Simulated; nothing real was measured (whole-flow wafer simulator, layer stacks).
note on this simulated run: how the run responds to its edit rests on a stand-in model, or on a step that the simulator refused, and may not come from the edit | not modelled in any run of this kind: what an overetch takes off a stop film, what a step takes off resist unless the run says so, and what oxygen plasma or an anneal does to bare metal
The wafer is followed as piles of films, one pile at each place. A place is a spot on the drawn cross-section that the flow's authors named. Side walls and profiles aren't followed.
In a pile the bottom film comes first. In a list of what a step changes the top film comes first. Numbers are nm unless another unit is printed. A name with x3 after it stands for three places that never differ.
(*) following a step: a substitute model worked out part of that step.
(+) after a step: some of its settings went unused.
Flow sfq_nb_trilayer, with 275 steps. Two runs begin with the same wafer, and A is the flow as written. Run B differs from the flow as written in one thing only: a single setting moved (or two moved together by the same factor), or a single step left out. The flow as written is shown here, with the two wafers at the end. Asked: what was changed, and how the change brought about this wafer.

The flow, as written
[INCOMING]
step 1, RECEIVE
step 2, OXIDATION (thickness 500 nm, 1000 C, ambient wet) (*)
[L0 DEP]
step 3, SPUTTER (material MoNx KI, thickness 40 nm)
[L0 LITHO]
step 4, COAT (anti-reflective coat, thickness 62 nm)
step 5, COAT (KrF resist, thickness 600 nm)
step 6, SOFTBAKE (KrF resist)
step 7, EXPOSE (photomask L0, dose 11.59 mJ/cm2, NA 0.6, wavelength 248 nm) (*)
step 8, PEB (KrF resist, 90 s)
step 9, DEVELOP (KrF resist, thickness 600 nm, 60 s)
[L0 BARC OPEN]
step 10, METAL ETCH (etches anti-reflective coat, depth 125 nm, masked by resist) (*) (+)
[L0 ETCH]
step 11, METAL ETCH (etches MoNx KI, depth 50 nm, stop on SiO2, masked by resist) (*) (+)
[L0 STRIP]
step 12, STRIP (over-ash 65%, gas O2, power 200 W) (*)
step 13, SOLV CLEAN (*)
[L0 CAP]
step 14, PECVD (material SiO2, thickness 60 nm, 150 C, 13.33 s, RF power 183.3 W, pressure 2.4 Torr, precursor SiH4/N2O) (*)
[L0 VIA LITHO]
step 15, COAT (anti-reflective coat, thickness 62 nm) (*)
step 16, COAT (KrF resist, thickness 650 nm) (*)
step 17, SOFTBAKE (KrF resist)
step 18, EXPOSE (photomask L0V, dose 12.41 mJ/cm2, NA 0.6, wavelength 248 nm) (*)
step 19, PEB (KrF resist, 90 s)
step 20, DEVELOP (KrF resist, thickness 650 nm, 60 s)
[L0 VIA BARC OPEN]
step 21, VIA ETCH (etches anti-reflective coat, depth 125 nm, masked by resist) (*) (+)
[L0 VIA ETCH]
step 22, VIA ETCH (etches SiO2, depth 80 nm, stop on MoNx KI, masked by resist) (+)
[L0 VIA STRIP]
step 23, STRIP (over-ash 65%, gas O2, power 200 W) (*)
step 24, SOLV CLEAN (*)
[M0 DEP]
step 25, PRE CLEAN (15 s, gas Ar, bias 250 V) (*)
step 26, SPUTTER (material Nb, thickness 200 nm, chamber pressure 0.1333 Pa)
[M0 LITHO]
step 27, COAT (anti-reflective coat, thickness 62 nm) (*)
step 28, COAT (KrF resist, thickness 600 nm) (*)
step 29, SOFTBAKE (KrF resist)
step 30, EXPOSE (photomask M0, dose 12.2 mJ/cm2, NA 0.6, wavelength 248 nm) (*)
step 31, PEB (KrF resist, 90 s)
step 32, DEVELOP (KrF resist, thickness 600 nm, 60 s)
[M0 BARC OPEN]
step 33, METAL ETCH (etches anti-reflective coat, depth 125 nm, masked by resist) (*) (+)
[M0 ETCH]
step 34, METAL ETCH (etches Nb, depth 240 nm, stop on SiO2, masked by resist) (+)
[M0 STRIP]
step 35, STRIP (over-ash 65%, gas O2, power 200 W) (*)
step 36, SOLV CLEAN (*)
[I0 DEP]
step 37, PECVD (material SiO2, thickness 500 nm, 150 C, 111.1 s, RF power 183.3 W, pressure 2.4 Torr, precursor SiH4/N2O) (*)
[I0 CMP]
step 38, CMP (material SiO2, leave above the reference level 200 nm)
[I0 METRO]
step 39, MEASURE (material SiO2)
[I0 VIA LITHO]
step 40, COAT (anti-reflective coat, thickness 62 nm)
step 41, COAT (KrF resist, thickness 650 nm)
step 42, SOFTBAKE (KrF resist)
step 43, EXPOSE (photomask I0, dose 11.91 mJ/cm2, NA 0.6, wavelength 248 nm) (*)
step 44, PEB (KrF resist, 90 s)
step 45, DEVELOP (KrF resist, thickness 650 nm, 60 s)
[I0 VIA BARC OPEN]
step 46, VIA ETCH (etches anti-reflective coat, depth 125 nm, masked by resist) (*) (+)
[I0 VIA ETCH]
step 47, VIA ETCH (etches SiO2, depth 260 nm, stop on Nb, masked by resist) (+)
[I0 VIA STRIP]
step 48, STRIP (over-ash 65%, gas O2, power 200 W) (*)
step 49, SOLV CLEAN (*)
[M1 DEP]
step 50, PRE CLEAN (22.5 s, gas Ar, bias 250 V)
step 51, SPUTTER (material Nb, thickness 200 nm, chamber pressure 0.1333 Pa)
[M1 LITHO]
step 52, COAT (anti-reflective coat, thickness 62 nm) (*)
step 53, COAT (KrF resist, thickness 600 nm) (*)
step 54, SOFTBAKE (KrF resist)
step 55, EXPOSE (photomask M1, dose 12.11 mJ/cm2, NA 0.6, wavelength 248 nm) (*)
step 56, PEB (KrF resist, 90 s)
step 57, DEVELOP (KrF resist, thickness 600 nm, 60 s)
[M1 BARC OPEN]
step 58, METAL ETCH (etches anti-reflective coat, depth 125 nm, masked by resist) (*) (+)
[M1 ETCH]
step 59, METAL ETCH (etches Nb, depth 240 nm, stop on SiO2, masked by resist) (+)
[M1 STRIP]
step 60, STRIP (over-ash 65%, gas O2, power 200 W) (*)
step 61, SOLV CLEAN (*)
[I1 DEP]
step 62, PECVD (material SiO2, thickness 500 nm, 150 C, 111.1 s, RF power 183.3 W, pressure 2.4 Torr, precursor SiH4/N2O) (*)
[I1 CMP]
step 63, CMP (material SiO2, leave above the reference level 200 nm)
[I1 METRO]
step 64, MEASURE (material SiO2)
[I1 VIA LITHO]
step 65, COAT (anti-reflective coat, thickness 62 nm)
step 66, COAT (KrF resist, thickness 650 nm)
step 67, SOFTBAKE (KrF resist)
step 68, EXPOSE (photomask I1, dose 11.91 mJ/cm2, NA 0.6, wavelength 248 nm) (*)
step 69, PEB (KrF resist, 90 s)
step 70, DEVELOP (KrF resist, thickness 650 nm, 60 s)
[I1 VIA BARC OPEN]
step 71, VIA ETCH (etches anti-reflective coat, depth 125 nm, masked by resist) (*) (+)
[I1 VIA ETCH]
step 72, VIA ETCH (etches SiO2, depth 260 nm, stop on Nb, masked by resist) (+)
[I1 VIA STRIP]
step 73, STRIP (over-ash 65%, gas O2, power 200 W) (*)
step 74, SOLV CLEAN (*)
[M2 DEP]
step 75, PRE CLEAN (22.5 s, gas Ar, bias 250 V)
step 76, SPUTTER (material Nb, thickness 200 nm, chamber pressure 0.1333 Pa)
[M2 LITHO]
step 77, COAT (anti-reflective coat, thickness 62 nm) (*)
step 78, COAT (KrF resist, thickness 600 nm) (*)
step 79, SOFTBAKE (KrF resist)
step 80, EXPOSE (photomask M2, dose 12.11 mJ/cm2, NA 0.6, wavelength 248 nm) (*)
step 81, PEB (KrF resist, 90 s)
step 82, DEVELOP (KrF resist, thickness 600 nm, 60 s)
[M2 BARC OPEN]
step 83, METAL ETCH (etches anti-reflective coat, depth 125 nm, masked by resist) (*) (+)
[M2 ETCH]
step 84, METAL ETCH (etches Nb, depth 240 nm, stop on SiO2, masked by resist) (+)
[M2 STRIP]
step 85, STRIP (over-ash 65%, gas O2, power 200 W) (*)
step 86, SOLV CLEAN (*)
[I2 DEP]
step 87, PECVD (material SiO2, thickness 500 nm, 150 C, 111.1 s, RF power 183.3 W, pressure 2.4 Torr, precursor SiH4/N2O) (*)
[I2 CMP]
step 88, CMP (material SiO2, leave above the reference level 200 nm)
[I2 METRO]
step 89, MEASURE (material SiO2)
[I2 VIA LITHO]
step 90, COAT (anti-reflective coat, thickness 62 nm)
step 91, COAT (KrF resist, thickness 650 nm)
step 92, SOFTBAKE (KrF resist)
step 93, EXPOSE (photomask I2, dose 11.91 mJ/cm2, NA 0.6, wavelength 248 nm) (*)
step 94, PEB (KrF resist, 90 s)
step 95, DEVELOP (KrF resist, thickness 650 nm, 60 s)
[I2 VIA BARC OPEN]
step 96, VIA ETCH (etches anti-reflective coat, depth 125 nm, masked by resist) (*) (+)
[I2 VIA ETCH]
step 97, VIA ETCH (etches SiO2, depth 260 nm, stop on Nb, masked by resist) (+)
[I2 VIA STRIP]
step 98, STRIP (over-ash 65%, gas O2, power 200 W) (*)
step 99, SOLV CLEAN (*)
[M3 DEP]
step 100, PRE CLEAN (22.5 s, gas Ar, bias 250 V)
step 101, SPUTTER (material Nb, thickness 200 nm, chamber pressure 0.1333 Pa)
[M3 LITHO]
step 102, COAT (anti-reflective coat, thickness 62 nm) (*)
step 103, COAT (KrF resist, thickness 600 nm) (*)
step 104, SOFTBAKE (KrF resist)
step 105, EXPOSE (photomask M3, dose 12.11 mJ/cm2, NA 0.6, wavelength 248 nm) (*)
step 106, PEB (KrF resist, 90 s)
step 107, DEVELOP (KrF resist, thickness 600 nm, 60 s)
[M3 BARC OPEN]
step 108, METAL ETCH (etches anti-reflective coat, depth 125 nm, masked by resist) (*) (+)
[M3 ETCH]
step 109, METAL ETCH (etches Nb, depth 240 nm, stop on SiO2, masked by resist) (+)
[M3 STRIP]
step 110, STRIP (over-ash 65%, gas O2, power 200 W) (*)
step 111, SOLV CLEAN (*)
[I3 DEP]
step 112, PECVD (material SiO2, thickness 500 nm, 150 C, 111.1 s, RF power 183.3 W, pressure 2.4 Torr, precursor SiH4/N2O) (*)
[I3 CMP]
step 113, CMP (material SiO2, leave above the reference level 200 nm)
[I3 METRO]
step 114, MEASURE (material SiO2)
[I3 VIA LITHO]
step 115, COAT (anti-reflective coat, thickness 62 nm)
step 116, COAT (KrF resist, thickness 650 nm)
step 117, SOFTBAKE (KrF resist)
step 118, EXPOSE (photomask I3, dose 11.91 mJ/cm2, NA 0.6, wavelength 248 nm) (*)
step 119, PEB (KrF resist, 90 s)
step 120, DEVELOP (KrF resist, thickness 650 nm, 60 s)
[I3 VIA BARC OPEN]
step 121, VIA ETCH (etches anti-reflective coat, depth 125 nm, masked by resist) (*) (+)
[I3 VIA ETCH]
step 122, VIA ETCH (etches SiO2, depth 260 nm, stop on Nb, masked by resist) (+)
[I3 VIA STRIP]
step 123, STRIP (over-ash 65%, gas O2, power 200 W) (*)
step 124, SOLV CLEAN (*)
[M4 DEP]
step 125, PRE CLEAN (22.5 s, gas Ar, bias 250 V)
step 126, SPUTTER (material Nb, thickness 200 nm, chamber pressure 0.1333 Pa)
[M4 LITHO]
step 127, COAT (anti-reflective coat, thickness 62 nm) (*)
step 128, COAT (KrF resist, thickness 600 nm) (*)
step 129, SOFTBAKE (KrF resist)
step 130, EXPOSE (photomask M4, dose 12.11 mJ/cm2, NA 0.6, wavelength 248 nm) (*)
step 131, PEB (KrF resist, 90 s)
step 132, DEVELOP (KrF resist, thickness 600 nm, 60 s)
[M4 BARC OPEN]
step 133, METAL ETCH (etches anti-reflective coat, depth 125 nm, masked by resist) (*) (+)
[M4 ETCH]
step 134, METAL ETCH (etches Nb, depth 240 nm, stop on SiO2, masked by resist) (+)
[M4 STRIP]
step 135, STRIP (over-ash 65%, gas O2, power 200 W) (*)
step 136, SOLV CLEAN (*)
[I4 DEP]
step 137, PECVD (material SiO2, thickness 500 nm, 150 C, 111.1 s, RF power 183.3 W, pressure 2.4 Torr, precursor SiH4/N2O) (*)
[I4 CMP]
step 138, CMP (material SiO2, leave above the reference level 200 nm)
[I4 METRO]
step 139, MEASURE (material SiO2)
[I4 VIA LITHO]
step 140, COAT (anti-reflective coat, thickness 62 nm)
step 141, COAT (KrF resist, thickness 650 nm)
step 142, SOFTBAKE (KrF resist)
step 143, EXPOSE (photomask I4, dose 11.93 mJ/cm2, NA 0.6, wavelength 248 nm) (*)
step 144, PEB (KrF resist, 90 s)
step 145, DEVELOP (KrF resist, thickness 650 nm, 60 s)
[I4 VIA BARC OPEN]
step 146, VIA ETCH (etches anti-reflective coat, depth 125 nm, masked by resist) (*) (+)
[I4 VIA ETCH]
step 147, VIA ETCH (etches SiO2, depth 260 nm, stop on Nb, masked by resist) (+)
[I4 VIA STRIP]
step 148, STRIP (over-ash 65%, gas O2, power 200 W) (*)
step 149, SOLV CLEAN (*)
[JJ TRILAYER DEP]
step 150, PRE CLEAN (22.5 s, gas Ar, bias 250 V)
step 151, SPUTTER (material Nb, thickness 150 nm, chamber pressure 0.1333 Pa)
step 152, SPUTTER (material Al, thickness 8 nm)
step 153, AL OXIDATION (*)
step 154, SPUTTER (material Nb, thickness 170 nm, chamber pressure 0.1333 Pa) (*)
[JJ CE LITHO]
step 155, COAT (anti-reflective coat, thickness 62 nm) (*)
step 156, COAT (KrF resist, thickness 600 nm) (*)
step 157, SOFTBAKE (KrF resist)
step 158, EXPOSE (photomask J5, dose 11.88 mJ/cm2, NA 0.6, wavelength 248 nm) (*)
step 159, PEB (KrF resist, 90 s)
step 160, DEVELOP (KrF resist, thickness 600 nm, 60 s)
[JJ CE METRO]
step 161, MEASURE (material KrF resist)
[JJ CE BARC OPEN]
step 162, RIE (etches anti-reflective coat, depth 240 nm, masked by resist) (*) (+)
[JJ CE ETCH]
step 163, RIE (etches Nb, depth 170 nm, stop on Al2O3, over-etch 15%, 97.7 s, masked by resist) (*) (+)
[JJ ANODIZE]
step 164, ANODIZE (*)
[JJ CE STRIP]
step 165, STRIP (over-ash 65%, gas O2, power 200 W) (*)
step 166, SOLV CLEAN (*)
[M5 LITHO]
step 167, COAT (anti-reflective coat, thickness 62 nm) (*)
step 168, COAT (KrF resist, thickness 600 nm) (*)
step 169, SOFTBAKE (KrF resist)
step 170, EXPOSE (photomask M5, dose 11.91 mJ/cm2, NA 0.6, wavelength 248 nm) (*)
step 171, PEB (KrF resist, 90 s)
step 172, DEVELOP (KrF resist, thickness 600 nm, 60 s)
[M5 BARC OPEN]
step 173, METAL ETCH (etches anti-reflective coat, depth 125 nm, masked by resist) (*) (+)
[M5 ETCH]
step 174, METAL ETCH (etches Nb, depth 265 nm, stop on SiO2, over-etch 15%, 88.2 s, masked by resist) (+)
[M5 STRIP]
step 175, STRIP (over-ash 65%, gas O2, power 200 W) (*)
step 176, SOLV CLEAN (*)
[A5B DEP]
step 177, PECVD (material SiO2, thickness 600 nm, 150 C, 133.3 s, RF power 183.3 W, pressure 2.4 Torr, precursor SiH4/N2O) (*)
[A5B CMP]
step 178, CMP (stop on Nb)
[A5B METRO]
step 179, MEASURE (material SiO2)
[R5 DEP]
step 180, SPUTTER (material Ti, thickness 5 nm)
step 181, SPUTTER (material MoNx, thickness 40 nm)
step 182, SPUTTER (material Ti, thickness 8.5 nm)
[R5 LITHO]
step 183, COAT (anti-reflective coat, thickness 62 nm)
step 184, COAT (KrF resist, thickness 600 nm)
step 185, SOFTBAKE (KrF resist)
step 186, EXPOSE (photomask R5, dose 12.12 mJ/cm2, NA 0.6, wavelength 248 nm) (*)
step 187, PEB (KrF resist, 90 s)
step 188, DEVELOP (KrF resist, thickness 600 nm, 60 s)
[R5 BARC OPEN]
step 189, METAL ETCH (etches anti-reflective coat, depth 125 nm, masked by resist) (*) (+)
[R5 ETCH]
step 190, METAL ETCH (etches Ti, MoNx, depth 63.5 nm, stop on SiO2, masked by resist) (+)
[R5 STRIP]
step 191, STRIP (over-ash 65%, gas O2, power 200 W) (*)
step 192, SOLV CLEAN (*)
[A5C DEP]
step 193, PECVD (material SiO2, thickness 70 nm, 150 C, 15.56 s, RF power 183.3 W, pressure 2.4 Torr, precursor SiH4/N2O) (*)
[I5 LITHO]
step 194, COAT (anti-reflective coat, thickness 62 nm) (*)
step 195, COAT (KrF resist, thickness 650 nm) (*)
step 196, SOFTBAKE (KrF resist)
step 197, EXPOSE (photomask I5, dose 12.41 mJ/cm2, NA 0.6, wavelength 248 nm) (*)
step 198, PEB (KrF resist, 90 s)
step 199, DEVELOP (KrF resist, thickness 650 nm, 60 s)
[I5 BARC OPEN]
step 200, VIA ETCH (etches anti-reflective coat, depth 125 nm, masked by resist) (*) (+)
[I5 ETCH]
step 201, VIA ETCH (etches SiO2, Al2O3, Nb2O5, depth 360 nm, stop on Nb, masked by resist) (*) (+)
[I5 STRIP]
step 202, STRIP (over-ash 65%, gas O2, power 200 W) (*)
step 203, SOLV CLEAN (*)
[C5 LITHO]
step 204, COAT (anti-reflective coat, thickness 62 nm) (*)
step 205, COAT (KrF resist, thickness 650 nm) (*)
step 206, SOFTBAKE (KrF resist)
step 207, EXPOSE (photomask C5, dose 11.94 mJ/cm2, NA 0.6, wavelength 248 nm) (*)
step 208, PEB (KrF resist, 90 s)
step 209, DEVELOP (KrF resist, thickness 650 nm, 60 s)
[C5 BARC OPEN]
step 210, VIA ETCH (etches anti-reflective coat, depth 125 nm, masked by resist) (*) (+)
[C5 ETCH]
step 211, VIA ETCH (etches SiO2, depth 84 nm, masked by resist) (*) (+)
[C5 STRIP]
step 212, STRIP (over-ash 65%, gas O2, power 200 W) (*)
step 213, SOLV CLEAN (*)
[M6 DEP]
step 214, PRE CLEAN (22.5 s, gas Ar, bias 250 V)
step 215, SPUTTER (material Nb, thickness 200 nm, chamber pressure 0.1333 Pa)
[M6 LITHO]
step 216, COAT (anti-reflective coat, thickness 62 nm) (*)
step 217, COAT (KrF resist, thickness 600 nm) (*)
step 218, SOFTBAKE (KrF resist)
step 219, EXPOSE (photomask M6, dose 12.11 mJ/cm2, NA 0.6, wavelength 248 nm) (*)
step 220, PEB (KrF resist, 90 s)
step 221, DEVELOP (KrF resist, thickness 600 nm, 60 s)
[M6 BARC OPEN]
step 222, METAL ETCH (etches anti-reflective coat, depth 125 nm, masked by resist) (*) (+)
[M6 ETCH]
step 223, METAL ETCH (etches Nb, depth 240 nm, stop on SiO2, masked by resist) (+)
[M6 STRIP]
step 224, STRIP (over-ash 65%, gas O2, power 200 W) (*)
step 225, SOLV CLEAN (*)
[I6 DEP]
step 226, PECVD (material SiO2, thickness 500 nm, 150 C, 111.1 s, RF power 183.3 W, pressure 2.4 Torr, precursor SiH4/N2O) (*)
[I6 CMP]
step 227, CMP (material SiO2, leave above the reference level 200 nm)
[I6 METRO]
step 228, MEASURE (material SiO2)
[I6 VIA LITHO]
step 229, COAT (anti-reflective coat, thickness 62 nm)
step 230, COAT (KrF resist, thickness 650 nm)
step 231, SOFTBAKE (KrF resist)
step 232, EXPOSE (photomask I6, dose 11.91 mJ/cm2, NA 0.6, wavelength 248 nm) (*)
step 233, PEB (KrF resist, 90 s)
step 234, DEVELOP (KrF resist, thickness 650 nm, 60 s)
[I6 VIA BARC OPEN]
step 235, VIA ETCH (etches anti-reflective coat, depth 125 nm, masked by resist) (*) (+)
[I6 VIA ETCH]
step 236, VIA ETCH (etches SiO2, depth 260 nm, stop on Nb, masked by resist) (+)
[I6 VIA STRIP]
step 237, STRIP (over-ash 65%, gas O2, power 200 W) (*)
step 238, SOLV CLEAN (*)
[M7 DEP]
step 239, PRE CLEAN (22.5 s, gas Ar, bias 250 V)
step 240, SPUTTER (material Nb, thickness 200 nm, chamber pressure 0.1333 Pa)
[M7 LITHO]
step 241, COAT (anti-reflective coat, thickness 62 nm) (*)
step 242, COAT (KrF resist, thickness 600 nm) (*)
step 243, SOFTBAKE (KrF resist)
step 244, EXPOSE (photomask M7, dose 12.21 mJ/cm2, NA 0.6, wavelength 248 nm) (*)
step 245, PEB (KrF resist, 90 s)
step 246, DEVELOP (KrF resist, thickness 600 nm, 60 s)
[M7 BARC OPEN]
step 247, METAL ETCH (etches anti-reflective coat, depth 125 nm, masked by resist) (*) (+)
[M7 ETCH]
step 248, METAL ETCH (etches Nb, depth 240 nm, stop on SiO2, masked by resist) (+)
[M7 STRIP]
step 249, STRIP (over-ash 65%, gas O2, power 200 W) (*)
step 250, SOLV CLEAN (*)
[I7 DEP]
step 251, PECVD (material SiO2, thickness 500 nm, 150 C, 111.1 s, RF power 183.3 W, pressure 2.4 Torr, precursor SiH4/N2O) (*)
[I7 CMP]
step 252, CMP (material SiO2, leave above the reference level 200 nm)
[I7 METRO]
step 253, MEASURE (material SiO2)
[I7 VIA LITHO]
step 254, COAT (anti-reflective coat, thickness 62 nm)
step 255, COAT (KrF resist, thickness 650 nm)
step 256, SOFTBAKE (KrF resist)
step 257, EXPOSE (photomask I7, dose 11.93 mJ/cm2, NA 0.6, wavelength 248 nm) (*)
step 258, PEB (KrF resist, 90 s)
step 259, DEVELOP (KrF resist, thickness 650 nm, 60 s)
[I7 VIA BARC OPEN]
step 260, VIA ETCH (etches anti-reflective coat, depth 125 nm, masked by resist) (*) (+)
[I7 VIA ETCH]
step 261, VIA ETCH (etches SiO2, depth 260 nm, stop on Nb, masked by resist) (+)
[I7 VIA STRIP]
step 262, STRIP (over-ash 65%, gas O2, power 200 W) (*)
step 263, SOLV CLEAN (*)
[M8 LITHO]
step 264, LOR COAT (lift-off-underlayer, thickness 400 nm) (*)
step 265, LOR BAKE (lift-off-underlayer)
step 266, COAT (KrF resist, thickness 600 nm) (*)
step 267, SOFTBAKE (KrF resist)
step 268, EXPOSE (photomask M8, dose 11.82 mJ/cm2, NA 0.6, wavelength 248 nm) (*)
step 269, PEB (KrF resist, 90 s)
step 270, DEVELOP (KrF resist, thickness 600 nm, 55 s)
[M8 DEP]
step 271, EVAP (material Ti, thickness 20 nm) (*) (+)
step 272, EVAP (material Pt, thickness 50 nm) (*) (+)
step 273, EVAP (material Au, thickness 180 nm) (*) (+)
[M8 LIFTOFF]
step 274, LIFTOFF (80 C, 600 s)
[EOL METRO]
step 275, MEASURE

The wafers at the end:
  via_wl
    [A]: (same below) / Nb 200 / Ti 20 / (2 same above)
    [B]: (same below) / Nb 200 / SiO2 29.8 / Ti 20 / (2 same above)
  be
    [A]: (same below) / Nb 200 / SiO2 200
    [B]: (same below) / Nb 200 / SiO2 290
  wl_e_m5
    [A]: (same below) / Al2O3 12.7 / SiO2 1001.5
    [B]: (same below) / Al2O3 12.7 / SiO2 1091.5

What caused this: step 252, CMP: leave above the reference level 290 nm was run, though the flow has leave above the reference level 200 nm.
The wafer lets one read it off: be has SiO2 290, and step 252 as written asks for 200 nm.

How this came from the change, step by step:
  step 252, CMP (material SiO2, leave above the reference level 200 nm)
      field_r, lsp_l: A SiO2 loses 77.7 | B nothing
      l0_sur, l0v: A SiO2 loses 87.8 | B nothing
      (also at 102 further places)
  step 254, COAT (anti-reflective coat, thickness 62 nm)
      field_r: A anti-reflective coat gains 62 (new film) | B anti-reflective coat gains 66.5 (new film)
      lsp_l: A anti-reflective coat gains 62 (new film) | B anti-reflective coat gains 64.9 (new film)
      (also at 1 further place)
  step 261, VIA ETCH (etches SiO2, depth 260 nm, stop on Nb, masked by resist) (+)
      via_wl, via_w, via_wr: A SiO2 loses 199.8 (all of it) | B SiO2 loses 260
  step 262, STRIP (over-ash 65%, gas O2, power 200 W) (*)
      field_r: A KrF resist loses 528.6 (all of it), anti-reflective coat loses 62 (all of it) | B KrF resist loses 533.4 (all of it), anti-reflective coat loses 66.5 (all of it)
      lsp_l: A KrF resist loses 528.6 (all of it), anti-reflective coat loses 62 (all of it) | B KrF resist loses 534.7 (all of it), anti-reflective coat loses 64.9 (all of it)
      (also at 1 further place)
  step 264, LOR COAT (lift-off-underlayer, thickness 400 nm) (*)
      via_wl, via_wr: A lift-off-underlayer gains 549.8 (new film) | B lift-off-underlayer gains 594.8 (new film)
      v_sur: A lift-off-underlayer gains 369.4 (new film) | B lift-off-underlayer gains 360.2 (new film)
      (also at 1 further place)
  step 270, DEVELOP (KrF resist, thickness 600 nm, 55 s)
      v_sur: A KrF resist loses 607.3 (all of it), lift-off-underlayer loses 369.4 (all of it) | B KrF resist loses 609.9 (all of it), lift-off-underlayer loses 360.2 (all of it)
      via_wl: A KrF resist loses 623.9 (all of it), lift-off-underlayer loses 549.8 (all of it) | B KrF resist loses 631.4 (all of it), lift-off-underlayer loses 594.8 (all of it)
      (also at 2 further places)
With metal films that touch counted as one body, via_wl has 8 bodies (between them, from the top down: SiO2 29.8; SiO2 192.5; SiO2 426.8 / Al2O3 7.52 / Nb2O5 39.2; SiO2 192.5; SiO2 192.5; SiO2 192.5; SiO2 192.5); the flow as written gives 7 bodies (between them, from the top down: SiO2 192.5; SiO2 426.8 / Al2O3 7.52 / Nb2O5 39.2; SiO2 192.5; SiO2 192.5; SiO2 192.5; SiO2 192.5).
